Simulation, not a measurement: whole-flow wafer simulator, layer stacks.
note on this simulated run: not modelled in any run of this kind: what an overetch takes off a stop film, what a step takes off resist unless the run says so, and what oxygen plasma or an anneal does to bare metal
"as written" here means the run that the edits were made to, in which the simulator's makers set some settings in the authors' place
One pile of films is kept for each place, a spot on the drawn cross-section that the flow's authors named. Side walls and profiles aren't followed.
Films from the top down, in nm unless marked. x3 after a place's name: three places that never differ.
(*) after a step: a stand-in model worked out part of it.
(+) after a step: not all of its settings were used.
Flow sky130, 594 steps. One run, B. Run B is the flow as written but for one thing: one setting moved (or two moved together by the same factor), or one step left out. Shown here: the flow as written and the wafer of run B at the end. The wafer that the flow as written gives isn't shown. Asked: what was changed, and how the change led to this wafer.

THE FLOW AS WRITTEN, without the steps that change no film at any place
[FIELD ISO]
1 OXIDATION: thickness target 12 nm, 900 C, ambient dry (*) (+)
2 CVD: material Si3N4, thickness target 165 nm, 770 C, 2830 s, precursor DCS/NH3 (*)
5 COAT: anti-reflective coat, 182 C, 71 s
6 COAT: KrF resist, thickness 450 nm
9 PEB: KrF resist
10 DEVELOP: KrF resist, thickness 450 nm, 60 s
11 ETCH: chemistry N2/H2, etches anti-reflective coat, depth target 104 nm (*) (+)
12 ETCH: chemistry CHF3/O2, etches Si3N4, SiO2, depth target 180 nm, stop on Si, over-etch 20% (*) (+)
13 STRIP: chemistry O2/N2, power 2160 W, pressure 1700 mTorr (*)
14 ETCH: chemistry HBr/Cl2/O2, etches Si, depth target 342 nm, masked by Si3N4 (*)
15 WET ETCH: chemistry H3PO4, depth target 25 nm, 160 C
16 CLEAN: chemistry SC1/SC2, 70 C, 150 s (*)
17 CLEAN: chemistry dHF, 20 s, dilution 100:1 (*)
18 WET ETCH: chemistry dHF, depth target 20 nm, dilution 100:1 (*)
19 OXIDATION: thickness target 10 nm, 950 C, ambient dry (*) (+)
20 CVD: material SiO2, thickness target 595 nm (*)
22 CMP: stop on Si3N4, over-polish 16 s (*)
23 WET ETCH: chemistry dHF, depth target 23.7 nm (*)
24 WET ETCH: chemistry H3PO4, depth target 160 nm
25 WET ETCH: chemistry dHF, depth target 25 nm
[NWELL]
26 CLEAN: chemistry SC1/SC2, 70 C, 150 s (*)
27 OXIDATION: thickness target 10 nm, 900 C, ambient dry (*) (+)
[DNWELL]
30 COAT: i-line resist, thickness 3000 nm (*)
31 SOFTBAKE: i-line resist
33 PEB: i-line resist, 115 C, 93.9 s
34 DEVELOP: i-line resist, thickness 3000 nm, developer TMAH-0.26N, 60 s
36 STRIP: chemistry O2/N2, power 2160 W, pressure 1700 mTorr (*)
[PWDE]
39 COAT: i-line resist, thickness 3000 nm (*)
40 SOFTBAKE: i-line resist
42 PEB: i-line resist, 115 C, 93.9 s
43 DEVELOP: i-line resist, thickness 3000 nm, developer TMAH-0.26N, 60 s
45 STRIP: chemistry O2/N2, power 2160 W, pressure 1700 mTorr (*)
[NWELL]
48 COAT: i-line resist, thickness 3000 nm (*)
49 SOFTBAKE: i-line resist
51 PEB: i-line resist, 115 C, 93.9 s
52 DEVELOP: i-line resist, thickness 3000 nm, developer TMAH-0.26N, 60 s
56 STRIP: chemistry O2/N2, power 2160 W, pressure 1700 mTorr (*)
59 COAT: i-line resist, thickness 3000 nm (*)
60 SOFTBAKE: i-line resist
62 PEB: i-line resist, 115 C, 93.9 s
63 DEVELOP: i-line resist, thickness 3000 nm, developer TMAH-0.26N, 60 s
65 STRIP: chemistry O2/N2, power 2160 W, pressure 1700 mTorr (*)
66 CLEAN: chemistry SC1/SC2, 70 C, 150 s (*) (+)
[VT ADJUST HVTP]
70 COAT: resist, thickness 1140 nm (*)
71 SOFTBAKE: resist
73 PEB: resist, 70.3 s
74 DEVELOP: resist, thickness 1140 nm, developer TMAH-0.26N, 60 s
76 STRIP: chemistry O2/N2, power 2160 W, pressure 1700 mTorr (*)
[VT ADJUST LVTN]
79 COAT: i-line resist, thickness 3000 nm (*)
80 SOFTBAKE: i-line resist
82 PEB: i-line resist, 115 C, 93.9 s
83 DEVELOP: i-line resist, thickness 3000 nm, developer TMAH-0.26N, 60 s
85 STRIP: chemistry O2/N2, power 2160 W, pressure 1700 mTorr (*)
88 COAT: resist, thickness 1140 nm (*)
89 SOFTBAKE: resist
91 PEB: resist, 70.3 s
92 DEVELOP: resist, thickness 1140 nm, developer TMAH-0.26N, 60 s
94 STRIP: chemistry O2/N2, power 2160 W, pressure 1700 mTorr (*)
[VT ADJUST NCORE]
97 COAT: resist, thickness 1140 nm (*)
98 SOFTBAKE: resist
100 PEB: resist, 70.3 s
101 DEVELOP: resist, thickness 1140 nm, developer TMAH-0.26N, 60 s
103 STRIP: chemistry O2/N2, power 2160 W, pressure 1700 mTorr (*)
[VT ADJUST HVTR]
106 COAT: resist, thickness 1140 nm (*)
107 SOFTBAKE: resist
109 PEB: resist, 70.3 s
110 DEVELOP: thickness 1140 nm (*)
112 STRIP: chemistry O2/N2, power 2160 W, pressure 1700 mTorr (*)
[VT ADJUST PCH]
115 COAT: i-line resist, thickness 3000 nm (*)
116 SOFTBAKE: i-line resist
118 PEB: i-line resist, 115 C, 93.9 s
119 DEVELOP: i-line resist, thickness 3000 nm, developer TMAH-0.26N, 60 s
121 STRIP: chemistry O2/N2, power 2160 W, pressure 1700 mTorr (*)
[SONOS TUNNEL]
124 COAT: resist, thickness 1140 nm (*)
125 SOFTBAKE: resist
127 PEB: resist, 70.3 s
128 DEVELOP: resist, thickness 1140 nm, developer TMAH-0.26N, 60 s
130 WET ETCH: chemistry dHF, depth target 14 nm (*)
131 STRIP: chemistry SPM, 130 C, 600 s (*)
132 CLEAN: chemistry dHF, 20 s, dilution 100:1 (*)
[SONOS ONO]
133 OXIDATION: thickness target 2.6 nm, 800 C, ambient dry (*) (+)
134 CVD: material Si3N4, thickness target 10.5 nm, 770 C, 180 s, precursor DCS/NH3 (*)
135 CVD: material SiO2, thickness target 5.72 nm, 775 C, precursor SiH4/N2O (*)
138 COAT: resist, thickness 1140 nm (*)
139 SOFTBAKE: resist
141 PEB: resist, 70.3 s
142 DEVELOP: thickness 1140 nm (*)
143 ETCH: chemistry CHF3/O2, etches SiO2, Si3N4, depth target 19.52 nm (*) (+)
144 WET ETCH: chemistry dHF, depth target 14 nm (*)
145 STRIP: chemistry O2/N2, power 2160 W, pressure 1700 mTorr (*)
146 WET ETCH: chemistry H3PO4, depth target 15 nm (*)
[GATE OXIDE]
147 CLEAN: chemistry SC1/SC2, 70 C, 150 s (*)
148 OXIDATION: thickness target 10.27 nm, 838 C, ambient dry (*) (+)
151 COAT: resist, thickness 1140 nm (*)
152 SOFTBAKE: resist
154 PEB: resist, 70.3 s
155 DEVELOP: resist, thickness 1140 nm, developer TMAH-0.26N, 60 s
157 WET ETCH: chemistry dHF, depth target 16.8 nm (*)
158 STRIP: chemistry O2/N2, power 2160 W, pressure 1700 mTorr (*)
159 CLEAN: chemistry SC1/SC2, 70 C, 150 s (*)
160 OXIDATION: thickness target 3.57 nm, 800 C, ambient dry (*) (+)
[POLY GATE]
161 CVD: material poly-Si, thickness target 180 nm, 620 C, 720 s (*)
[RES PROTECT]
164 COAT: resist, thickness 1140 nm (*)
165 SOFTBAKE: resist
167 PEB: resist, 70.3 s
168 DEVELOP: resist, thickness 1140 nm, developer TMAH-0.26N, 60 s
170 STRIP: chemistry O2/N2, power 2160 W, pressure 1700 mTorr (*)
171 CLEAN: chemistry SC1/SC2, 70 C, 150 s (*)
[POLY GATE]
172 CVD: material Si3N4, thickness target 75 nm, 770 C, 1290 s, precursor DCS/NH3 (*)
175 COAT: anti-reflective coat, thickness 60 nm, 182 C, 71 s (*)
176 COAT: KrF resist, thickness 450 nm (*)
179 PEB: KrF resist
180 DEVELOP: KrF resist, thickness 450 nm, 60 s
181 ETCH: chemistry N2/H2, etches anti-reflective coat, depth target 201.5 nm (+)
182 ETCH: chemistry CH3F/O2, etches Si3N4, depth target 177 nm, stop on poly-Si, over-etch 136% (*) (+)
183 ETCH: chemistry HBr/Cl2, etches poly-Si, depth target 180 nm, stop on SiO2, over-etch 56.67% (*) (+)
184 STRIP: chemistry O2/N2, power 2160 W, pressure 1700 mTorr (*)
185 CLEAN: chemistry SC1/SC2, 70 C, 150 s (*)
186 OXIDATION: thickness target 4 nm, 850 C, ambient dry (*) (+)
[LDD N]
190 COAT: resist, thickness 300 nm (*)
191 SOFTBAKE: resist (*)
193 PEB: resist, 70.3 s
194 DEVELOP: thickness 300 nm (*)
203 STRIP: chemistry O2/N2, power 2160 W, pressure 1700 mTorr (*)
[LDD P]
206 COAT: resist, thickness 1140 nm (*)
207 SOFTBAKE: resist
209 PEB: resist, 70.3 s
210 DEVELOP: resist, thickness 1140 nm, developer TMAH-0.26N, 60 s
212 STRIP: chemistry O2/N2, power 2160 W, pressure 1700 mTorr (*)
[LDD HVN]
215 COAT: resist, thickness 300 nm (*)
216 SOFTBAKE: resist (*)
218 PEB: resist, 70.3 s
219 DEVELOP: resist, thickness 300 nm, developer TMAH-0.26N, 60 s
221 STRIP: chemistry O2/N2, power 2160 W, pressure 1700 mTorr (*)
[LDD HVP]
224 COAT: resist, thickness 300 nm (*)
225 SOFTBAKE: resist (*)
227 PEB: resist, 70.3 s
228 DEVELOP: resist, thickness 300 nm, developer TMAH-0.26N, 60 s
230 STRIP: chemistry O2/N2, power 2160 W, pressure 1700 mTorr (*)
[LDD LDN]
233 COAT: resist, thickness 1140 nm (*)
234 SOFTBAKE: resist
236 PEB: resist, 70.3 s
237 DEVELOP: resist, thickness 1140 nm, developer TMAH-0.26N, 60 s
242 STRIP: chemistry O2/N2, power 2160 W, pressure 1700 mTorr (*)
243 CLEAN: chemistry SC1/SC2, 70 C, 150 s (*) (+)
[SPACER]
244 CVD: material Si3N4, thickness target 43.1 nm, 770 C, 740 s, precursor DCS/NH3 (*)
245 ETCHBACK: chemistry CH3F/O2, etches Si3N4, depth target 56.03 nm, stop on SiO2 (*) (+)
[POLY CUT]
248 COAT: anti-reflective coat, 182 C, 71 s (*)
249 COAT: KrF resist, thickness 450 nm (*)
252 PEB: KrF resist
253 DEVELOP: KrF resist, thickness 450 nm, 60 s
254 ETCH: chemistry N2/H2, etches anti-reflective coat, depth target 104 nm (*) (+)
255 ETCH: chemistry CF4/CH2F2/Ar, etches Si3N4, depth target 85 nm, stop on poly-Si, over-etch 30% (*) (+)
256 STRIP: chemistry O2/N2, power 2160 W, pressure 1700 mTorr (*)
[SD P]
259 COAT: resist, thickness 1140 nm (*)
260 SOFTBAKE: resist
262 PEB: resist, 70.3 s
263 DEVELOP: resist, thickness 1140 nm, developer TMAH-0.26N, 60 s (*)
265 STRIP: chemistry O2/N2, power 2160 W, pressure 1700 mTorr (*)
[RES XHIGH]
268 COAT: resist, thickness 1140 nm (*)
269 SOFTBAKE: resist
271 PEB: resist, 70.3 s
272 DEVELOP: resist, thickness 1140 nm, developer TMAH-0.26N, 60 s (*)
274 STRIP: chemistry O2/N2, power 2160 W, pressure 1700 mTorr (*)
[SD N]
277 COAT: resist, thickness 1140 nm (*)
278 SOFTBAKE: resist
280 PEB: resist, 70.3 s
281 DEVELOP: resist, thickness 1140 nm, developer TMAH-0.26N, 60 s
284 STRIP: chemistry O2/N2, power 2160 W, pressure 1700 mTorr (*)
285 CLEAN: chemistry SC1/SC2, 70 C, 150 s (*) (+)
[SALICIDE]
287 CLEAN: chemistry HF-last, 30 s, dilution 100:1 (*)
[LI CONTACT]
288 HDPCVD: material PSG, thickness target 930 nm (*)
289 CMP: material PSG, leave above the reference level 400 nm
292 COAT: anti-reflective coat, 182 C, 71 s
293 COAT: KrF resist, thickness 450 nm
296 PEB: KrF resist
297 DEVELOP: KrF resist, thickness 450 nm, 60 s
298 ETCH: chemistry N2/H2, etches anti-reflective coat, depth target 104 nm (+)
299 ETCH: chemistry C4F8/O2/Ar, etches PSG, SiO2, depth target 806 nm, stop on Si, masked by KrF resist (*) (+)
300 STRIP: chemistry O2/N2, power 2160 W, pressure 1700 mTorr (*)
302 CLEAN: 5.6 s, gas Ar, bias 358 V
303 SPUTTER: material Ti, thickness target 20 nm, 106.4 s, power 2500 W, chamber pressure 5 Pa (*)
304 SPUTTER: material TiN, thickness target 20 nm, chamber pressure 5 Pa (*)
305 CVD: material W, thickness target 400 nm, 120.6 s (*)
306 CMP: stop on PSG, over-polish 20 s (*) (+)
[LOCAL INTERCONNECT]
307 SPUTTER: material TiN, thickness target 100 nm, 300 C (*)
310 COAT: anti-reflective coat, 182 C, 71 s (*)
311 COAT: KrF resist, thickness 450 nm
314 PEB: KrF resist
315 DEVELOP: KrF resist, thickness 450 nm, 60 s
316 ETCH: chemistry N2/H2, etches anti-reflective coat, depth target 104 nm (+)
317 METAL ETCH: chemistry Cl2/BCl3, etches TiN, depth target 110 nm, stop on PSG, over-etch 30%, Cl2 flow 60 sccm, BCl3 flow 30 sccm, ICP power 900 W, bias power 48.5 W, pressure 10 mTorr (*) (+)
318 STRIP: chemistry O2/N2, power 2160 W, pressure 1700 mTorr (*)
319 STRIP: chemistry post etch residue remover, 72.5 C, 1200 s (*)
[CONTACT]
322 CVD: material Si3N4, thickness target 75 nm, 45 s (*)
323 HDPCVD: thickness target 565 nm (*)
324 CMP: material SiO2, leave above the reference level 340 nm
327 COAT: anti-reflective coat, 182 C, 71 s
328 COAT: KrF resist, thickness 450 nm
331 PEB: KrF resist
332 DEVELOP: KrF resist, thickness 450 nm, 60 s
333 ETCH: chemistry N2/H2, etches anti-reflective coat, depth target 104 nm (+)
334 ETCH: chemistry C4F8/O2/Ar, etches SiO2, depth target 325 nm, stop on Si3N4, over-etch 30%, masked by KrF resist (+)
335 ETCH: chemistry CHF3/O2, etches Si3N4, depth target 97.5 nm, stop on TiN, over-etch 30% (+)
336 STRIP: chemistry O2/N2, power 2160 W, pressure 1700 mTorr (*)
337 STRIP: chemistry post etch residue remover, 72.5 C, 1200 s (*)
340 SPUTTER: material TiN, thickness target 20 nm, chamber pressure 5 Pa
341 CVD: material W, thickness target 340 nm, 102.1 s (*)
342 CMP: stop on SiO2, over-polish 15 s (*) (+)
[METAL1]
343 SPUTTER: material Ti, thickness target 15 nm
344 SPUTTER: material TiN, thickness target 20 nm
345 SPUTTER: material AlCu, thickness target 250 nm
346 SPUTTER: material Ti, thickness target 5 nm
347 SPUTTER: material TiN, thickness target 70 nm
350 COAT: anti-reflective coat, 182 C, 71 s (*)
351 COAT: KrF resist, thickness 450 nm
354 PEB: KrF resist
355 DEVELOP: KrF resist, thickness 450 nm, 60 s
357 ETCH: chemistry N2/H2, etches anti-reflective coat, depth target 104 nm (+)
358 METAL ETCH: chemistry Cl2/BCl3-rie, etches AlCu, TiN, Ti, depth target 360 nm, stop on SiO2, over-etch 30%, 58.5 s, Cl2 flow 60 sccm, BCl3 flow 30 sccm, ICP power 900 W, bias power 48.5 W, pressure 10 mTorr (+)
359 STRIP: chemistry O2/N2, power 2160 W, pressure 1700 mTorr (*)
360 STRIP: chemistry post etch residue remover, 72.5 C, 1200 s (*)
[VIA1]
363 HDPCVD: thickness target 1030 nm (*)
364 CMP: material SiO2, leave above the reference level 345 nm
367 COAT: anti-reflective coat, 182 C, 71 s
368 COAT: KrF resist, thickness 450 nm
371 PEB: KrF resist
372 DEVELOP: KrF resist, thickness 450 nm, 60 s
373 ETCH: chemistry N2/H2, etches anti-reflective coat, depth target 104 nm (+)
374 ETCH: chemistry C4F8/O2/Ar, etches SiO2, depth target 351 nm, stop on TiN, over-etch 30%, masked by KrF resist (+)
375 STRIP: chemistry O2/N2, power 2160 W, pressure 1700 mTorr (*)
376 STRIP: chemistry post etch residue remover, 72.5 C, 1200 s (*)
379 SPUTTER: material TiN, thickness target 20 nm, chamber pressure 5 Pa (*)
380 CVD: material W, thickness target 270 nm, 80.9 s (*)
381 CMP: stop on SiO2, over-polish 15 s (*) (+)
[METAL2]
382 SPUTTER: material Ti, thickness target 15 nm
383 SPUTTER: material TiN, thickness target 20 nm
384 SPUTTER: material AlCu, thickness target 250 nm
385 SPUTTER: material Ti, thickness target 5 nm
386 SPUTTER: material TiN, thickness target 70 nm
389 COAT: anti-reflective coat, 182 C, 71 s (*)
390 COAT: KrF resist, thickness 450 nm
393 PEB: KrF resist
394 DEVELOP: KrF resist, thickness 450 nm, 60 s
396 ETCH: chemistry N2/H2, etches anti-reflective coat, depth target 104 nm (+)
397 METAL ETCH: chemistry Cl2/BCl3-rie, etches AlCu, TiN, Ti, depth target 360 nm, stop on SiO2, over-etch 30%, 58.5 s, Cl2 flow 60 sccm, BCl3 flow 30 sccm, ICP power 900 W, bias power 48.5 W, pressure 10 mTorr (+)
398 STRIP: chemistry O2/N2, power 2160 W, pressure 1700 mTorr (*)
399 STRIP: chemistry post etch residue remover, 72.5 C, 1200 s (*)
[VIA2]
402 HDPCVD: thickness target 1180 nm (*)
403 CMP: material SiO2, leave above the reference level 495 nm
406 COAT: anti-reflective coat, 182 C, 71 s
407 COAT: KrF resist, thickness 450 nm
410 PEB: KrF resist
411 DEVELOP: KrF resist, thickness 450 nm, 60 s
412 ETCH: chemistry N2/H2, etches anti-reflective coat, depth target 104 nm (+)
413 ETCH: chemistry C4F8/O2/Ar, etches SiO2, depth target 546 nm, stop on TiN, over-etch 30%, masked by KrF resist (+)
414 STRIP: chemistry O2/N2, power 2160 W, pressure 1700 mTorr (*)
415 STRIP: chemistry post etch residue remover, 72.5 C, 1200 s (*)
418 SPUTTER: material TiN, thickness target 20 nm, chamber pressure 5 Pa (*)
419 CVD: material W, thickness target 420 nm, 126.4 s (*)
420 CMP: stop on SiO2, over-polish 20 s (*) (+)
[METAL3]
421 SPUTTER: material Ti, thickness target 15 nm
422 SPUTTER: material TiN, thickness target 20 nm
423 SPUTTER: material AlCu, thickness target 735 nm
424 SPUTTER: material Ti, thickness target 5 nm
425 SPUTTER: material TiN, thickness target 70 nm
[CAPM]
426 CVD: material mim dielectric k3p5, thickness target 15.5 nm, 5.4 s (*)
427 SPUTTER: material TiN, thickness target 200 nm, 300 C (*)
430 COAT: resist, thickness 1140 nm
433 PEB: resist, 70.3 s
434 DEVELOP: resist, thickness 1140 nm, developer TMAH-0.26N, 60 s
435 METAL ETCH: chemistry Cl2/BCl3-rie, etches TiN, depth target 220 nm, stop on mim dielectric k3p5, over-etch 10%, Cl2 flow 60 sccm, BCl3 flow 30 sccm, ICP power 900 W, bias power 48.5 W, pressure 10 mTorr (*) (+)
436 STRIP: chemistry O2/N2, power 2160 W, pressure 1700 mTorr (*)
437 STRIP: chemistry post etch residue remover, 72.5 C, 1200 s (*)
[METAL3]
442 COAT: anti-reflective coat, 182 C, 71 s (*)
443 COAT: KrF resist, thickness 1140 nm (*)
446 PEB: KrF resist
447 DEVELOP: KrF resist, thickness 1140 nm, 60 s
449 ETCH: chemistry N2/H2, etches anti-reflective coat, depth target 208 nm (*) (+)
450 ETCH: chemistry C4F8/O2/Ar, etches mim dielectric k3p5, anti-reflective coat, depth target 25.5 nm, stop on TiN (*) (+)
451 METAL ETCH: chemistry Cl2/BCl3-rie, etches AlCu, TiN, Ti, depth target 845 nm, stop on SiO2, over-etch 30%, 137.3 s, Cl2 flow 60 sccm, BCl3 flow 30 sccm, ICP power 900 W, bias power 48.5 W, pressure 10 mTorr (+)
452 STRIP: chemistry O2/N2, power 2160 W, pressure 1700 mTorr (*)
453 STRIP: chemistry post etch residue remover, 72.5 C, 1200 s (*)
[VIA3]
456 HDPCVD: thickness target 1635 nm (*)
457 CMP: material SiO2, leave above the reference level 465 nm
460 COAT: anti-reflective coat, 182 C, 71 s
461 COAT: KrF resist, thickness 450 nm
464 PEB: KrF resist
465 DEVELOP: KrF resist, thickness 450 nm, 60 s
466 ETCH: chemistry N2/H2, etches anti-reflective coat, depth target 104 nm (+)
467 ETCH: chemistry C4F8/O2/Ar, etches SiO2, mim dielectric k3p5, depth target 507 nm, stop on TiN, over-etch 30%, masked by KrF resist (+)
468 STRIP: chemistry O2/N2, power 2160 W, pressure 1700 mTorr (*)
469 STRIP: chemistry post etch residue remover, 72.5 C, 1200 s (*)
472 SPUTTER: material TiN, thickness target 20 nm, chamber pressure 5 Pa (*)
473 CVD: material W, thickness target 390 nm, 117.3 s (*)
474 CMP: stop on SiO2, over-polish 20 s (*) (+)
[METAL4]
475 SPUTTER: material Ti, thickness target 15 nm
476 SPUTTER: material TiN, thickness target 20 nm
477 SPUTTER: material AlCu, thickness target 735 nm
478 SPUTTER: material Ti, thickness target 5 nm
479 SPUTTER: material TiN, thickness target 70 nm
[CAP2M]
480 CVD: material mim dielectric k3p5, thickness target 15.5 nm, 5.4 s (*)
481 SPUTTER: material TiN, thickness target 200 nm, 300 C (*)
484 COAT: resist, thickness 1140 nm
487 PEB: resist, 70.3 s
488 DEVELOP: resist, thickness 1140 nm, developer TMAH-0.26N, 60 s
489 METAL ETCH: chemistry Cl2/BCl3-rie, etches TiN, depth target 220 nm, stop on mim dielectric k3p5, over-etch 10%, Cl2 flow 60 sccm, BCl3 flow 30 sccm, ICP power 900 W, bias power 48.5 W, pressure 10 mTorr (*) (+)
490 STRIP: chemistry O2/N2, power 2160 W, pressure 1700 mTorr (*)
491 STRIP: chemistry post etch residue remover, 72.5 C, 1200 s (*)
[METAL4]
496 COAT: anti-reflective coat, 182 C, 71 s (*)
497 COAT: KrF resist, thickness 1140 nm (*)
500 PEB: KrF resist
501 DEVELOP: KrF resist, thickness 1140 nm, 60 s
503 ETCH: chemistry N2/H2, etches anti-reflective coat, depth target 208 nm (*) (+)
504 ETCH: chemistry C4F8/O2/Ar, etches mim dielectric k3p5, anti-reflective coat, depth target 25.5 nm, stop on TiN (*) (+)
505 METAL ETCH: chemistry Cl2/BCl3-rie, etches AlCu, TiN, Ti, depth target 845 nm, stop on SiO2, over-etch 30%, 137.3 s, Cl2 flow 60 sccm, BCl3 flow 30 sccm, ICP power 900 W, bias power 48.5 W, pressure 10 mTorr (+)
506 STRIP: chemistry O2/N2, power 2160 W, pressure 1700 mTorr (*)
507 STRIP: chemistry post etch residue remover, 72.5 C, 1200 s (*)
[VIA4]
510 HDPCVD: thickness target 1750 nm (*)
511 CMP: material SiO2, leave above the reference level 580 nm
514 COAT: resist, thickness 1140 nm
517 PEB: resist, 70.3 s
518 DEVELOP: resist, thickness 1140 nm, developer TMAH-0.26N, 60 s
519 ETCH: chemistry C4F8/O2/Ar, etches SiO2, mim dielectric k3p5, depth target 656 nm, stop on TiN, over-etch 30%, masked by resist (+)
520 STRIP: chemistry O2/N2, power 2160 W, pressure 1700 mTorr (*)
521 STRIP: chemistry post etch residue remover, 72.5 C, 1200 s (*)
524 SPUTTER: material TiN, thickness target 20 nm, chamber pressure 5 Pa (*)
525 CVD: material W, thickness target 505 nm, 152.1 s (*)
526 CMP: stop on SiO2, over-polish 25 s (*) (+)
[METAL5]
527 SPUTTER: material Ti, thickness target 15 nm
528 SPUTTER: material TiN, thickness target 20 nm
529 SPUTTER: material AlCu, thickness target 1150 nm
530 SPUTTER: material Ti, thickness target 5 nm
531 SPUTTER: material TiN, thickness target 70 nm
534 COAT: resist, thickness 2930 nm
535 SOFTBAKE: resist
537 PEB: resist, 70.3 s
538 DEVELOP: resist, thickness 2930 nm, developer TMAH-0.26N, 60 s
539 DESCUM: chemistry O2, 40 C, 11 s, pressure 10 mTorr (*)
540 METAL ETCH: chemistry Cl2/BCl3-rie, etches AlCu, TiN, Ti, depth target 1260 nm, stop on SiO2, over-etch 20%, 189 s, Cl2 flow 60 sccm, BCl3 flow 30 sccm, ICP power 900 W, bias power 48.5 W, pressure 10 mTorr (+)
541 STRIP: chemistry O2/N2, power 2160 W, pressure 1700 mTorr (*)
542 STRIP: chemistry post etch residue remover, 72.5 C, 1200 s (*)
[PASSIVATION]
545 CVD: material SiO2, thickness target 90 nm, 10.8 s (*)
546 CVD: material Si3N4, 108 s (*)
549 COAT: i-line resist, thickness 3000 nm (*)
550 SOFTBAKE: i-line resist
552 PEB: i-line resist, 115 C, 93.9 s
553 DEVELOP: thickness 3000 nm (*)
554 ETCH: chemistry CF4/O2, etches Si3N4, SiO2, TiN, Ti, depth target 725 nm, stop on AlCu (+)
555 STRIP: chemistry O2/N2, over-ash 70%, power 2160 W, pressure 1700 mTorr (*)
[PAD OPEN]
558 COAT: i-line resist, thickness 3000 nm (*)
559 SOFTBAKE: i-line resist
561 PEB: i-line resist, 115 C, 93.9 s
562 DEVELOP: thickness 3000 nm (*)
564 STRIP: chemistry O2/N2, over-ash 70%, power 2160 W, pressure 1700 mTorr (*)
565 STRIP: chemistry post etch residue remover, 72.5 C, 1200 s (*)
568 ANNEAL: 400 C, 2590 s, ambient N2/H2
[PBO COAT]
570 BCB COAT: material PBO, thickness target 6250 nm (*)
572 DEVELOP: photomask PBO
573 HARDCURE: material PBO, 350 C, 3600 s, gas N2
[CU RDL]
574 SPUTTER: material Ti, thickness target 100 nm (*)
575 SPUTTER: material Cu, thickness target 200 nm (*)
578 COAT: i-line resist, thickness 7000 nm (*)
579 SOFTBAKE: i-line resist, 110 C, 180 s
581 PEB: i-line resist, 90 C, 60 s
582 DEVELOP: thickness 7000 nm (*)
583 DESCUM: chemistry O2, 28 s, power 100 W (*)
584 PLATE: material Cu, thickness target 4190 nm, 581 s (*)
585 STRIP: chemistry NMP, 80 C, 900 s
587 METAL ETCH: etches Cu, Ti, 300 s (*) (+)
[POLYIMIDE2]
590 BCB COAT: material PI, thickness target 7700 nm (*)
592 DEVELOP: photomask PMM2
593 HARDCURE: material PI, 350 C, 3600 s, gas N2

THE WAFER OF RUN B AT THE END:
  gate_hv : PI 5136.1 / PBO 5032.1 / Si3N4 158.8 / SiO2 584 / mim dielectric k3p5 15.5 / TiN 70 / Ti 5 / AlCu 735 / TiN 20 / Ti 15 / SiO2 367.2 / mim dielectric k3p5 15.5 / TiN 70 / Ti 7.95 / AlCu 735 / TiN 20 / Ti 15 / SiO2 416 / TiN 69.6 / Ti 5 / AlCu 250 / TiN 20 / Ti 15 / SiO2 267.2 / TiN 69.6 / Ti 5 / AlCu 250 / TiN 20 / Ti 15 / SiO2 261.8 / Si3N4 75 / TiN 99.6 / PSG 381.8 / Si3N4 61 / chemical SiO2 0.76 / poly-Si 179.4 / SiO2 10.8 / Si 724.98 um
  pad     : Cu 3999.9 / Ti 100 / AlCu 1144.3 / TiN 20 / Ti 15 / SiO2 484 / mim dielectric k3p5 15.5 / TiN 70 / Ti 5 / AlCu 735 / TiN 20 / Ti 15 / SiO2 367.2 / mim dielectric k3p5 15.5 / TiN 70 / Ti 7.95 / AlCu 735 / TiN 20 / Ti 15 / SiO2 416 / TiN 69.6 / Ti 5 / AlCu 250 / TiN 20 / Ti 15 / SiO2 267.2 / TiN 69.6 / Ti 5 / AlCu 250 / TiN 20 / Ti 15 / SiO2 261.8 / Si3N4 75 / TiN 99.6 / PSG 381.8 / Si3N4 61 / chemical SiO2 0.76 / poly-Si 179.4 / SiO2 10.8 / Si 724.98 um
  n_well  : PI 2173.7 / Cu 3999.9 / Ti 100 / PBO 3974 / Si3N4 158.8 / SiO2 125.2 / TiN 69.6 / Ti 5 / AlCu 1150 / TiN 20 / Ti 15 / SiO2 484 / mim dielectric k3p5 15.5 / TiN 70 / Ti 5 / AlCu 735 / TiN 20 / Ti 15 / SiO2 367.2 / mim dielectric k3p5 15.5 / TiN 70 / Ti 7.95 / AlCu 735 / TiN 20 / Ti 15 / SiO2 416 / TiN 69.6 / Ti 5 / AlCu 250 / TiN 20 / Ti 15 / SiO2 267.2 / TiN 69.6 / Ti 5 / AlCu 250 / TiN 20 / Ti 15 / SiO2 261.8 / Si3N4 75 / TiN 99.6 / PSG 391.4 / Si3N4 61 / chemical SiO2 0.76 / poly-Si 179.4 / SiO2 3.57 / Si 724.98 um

The cause: step 424, SPUTTER: thickness target 7.95 nm was run, where the flow has thickness target 5 nm.
It can be read off the wafer: gate_hv has Ti 7.95, and step 424 as written asks for 5 nm.

How the change led to this, step by step:
  424 SPUTTER: material Ti, thickness target 5 nm
      field, active, n_well and 188 more: Ti +7.95 (new film) (as written it would be: Ti +5 (new film))
  451 METAL ETCH: chemistry Cl2/BCl3-rie, etches AlCu, TiN, Ti, depth target 845 nm, stop on SiO2, over-etch 30%, 137.3 s, Cl2 flow 60 sccm, BCl3 flow 30 sccm, ICP power 900 W, bias power 48.5 W, pressure 10 mTorr (+)
      field, gate, spacer and 68 more: TiN -70 (all of it), Ti -7.95 (all of it), AlCu -735 (all of it), TiN -20 (all of it), Ti -15 (all of it), SiO2 -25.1 (as written it would be: TiN -70 (all of it), Ti -5 (all of it), AlCu -735 (all of it), TiN -20 (all of it), Ti -15 (all of it), SiO2 -25.4)
      active, vpp_ln, vpp_iso2 and 11 more: TiN -70 (all of it), Ti -7.95 (all of it), AlCu -735 (all of it), TiN -20 (all of it), Ti -15 (all of it), SiO2 -25.1 (as written it would be: TiN -70 (all of it), Ti -5 (all of it), AlCu -735 (all of it), TiN -20 (all of it), Ti -15 (all of it), SiO2 -25.3)
